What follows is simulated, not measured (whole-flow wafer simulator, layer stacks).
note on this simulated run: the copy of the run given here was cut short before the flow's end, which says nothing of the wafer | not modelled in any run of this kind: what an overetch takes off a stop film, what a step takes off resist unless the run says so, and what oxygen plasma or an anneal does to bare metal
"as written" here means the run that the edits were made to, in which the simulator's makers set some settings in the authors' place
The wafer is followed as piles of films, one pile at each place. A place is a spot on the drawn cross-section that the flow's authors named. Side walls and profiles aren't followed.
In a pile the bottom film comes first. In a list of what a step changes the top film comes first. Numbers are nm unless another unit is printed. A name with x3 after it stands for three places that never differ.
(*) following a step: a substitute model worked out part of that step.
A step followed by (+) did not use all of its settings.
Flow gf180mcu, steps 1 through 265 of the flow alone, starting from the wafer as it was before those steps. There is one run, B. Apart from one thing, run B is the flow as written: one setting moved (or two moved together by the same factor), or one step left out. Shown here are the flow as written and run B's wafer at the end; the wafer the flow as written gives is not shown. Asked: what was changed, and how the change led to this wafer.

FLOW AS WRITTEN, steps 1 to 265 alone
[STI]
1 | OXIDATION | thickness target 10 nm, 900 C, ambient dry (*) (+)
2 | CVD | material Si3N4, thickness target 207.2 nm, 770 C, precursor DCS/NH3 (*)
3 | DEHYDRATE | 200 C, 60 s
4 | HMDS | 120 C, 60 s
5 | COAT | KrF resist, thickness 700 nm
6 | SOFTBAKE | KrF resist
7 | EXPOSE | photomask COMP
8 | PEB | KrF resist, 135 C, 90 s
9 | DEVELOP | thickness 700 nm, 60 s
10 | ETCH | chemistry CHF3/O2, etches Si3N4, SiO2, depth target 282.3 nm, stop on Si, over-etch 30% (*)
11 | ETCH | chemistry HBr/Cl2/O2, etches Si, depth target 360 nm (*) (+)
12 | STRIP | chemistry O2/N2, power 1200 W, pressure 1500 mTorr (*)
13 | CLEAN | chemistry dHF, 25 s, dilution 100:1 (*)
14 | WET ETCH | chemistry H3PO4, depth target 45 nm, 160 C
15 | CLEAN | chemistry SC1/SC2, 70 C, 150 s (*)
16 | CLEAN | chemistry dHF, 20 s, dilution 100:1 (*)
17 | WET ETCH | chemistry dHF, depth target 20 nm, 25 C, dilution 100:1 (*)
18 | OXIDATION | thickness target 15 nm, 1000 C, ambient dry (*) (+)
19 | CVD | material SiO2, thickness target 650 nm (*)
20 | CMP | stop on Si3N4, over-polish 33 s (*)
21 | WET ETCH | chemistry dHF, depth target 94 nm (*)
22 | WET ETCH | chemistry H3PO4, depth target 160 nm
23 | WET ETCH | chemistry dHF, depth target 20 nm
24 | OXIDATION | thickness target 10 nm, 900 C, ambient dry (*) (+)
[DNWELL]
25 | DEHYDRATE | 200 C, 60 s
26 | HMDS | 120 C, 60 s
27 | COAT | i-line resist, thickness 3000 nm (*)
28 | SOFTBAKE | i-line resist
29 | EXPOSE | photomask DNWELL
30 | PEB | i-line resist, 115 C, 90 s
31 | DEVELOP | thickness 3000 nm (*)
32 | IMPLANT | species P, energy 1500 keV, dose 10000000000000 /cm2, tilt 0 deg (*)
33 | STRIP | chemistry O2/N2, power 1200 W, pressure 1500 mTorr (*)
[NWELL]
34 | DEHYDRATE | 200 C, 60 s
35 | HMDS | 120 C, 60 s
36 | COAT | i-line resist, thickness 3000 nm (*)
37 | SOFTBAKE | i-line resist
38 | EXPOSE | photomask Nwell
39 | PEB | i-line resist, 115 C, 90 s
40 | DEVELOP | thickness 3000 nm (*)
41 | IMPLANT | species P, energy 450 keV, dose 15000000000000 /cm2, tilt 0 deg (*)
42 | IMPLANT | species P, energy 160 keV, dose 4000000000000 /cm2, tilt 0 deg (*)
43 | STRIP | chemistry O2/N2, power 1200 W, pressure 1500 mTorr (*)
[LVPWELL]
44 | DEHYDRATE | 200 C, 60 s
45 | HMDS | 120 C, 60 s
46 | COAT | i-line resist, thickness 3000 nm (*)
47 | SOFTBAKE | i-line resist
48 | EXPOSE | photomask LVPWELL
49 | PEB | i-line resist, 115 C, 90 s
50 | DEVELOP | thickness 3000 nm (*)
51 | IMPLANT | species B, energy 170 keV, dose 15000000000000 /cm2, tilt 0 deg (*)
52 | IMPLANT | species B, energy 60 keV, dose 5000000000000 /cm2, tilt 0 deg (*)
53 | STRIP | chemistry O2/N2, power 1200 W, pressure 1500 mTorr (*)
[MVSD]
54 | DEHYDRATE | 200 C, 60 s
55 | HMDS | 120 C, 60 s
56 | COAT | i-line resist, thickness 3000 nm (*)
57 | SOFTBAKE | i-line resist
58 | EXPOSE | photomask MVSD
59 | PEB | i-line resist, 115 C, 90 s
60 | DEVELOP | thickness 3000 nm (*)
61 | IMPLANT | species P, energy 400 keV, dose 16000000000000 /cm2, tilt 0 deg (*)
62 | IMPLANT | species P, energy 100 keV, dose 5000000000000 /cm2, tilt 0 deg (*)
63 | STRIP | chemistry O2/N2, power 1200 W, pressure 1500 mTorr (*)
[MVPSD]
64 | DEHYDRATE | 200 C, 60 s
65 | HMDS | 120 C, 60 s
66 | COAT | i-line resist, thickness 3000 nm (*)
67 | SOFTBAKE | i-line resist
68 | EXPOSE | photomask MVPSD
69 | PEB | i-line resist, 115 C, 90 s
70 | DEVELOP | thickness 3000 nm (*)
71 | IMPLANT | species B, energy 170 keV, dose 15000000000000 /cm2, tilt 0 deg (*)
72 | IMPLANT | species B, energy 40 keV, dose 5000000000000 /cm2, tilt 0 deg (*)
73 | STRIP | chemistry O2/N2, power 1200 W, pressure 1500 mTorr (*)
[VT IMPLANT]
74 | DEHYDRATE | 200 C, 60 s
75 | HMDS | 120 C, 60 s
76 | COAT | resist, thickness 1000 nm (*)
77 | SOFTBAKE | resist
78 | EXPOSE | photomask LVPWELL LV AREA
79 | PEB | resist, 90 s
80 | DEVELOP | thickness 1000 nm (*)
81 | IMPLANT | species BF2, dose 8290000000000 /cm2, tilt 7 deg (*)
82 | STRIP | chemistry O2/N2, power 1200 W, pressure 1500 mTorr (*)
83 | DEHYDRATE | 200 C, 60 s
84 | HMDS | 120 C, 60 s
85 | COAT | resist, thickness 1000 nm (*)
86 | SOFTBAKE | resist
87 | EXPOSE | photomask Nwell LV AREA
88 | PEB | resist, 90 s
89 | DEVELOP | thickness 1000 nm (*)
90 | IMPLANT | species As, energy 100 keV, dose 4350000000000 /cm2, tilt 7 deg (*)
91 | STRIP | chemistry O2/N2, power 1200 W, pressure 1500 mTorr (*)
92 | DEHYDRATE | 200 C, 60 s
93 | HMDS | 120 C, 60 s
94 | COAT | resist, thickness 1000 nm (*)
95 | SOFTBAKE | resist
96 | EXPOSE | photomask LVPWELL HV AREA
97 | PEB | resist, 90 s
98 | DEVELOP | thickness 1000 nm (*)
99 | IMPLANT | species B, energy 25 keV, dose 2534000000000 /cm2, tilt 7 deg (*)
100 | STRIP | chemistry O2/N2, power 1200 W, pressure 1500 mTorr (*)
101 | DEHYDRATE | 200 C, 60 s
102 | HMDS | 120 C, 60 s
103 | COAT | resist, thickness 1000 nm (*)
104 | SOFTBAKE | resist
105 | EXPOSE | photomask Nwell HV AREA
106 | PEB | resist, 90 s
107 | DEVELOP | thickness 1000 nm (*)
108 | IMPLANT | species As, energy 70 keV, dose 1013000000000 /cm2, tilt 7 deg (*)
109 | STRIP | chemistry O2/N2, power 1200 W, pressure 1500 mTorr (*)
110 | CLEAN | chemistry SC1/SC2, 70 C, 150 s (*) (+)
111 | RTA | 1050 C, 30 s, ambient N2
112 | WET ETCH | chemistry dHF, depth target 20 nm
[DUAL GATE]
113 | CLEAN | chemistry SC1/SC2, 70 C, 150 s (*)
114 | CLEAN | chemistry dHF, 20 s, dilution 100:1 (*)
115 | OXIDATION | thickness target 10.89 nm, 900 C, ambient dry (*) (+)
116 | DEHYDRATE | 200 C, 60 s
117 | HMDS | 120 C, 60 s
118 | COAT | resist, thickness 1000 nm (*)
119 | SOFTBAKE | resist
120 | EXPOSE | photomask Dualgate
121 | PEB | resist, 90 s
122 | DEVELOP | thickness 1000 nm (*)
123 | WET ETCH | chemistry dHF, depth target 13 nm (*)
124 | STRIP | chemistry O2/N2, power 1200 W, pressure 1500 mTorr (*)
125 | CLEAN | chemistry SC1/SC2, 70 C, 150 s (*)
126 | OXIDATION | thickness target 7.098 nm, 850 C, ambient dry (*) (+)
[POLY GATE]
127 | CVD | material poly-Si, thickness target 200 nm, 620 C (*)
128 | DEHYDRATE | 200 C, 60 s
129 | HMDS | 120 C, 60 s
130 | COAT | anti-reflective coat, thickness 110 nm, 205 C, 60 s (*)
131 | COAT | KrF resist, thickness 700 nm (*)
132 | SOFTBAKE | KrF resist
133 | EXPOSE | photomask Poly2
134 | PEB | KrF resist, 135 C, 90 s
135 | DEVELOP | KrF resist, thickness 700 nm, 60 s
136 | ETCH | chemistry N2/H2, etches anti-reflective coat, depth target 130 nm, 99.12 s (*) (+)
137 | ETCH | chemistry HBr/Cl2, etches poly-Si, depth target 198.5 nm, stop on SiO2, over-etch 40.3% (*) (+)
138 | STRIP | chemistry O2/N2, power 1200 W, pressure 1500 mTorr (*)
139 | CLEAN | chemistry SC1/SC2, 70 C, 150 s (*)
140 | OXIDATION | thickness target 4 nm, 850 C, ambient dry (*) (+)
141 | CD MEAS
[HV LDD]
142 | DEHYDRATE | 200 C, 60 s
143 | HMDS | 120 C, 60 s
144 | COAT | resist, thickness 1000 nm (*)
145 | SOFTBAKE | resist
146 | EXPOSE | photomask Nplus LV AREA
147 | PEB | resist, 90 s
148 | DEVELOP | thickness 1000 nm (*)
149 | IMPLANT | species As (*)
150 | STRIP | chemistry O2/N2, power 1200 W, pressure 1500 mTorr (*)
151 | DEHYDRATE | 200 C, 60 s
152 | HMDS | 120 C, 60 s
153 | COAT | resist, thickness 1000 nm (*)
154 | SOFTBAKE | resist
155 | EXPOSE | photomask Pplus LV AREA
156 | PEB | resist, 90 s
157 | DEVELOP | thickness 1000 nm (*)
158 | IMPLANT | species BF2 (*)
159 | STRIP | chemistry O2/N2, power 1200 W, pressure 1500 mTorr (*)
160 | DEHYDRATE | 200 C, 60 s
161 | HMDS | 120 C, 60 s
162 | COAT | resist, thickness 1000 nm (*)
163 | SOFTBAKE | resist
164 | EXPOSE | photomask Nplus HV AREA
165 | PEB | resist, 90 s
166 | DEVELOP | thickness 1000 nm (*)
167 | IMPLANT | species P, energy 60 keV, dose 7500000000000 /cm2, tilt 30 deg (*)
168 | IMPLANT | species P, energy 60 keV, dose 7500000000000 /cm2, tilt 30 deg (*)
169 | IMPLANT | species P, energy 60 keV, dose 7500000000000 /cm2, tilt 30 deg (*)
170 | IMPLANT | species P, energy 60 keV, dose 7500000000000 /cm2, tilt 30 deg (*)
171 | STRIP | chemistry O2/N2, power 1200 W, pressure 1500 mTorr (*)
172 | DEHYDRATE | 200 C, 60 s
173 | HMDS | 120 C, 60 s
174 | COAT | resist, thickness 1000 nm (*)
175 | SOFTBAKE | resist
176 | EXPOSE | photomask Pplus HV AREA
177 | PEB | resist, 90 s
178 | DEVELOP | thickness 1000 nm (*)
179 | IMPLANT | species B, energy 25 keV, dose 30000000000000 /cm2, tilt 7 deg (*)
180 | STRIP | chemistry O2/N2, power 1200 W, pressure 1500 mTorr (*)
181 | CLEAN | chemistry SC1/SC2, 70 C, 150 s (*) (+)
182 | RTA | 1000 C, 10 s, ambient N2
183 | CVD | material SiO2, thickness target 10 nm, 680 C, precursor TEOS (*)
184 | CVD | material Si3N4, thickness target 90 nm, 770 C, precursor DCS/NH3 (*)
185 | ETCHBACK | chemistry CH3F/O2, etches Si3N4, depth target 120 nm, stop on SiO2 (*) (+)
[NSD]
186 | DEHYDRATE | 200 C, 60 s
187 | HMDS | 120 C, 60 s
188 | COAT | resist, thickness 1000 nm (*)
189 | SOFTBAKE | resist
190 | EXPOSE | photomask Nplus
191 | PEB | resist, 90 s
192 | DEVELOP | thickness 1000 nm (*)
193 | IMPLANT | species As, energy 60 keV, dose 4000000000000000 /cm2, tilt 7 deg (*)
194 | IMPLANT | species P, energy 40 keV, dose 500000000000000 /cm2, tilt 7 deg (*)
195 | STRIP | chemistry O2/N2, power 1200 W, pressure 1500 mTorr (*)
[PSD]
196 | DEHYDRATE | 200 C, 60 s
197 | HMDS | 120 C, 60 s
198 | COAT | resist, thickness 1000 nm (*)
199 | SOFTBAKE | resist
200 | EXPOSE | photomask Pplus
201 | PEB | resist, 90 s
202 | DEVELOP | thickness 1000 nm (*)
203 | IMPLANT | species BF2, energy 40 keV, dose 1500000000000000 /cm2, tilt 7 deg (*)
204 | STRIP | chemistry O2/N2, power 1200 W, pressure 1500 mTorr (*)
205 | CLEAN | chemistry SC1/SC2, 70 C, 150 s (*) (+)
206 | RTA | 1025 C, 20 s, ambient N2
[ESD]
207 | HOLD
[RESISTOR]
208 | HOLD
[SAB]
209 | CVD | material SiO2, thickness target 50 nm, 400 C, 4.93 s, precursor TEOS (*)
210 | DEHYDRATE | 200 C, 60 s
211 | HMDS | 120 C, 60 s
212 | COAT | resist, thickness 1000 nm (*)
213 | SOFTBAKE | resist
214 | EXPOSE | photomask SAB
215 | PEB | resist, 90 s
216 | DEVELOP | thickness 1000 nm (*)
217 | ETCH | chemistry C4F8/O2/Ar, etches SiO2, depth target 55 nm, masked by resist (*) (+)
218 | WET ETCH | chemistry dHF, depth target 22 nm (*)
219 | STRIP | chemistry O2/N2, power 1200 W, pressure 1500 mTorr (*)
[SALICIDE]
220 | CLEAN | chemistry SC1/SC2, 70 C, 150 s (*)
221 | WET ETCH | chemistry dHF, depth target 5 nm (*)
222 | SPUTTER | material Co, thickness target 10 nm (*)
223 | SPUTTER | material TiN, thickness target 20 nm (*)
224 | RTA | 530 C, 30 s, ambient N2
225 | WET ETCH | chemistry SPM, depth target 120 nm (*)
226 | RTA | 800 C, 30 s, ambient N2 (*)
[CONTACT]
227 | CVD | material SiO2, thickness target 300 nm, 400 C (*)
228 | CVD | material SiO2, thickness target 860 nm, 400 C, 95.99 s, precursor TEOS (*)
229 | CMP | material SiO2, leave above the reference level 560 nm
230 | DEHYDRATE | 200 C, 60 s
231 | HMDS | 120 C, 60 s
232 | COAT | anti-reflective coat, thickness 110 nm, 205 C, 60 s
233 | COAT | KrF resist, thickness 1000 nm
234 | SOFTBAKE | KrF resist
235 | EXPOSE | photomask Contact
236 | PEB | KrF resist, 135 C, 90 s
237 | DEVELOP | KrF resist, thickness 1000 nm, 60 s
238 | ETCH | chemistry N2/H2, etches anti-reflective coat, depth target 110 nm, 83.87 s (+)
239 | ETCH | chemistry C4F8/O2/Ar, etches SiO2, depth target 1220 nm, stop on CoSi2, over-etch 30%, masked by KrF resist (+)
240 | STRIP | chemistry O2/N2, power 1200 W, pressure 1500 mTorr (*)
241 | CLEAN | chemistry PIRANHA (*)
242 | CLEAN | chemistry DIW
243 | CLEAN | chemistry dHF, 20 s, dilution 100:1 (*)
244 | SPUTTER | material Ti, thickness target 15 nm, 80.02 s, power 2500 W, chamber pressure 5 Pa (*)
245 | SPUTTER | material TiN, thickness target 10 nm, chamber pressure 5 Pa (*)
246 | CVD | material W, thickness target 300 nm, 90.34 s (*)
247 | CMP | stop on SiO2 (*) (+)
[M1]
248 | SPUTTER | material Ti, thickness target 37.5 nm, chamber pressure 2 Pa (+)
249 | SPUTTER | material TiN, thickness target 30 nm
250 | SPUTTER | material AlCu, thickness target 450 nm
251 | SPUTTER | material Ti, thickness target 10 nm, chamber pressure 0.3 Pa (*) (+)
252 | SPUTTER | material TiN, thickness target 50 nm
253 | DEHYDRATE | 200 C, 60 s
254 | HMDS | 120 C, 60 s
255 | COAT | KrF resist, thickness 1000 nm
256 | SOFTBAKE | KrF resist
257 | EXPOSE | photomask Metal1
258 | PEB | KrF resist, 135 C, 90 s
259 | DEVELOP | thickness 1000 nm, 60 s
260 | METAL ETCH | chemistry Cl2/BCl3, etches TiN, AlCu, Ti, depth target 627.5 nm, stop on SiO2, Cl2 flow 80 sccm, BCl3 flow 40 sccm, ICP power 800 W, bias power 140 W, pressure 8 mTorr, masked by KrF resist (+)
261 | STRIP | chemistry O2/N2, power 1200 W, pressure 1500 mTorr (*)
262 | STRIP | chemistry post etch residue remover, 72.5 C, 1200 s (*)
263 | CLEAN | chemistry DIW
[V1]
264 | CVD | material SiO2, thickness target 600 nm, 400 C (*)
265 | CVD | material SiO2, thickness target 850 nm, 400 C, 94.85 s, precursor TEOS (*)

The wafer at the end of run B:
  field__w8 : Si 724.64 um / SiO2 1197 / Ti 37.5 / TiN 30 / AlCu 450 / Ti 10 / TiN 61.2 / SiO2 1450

The reason: step 252, SPUTTER: thickness target 61.6 nm was run, though the flow has thickness target 50 nm.

Step by step, how the change led to this:
  252 | SPUTTER | material TiN, thickness target 50 nm
      field, field__w1, field__w2 and 108 more: TiN gains 61.6 (new film) (it would be, as written: TiN gains 50 (new film))
  260 | METAL ETCH | chemistry Cl2/BCl3, etches TiN, AlCu, Ti, depth target 627.5 nm, stop on SiO2, Cl2 flow 80 sccm, BCl3 flow 40 sccm, ICP power 800 W, bias power 140 W, pressure 8 mTorr, masked by KrF resist (+)
      field, field__w1, field__w2 and 99 more: TiN loses 61.6 (all of it), Ti loses 10 (all of it), AlCu loses 450 (all of it), TiN loses 30 (all of it), Ti loses 37.5 (all of it) (it would be, as written: TiN loses 50 (all of it), Ti loses 10 (all of it), AlCu loses 450 (all of it), TiN loses 30 (all of it), Ti loses 37.5 (all of it))
